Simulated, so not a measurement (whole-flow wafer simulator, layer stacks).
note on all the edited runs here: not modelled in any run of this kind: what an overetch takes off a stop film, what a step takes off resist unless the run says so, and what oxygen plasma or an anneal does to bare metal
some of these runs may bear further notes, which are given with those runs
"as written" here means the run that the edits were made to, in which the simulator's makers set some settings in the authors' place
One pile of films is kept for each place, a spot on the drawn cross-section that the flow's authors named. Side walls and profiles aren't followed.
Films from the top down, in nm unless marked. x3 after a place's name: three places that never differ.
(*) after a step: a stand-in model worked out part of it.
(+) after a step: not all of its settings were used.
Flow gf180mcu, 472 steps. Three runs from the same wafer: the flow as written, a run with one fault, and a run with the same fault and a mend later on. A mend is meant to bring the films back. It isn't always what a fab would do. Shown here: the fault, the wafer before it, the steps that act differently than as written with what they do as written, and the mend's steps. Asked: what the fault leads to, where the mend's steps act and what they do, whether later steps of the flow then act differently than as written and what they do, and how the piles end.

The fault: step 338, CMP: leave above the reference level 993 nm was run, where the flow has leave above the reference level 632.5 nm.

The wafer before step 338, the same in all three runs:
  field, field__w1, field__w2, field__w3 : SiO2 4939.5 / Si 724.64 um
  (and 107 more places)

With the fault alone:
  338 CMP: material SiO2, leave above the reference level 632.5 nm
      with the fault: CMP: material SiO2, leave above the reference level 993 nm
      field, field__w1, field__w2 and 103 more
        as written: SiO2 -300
        with the fault: nothing
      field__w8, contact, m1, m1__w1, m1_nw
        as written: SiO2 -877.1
        with the fault: SiO2 -516.6
  Later steps of the flow that act differently than as written (5 more steps differ only slightly, by at most 2% or 0.5 nm, whichever is larger, and aren't shown):
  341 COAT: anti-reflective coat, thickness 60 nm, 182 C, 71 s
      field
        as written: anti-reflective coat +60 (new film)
        with the fault: anti-reflective coat +84.2 (new film)
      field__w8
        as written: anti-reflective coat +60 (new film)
        with the fault: anti-reflective coat +27.7 (new film)
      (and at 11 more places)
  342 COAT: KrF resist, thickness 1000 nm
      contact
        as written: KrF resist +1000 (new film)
        with the fault: KrF resist +978 (new film)
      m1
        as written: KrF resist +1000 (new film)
        with the fault: KrF resist +975.6 (new film)
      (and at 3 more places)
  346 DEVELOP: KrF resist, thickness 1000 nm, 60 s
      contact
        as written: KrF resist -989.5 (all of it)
        with the fault: KrF resist -967.7 (all of it)
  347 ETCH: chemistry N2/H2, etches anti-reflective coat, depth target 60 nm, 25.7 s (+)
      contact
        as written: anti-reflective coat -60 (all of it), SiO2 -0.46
        with the fault: anti-reflective coat -31.2 (all of it), SiO2 -1.2
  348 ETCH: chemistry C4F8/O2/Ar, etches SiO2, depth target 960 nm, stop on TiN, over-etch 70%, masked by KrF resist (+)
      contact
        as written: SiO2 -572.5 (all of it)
        with the fault: SiO2 -932.2 (all of it)
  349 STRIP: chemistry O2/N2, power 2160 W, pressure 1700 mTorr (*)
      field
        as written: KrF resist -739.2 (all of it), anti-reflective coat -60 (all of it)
        with the fault: KrF resist -727.9 (all of it), anti-reflective coat -84.2 (all of it)
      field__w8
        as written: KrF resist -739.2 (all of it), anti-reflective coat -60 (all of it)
        with the fault: KrF resist -732.6 (all of it), anti-reflective coat -27.7 (all of it)
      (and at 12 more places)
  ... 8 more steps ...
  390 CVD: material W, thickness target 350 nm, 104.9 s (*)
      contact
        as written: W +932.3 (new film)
        with the fault: W +990.9 (new film)
  At the end the piles differ from the flow's by more than 2% or 0.5 nm, whichever is larger, at field, field__w1, field__w2 and 109 more.
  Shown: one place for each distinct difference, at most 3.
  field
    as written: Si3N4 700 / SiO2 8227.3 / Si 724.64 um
    with the fault: Si3N4 700 / SiO2 8585.5 / Si 724.64 um
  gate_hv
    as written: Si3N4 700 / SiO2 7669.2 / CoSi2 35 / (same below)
    with the fault: Si3N4 700 / SiO2 8027.4 / CoSi2 35 / (same below)
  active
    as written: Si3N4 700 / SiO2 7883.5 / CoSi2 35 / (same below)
    with the fault: Si3N4 700 / SiO2 8241.8 / CoSi2 35 / (same below)

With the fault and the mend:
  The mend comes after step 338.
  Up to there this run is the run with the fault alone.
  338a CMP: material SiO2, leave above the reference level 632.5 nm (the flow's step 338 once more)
      field, field__w1, field__w2 and 103 more
        SiO2 -300
      field__w8, contact, m1, m1__w1, m1_nw
        SiO2 -360.5
  No later step of the flow acts differently than as written at any place that is followed.
  At the end the piles are the same as the flow's at every place that both follow.
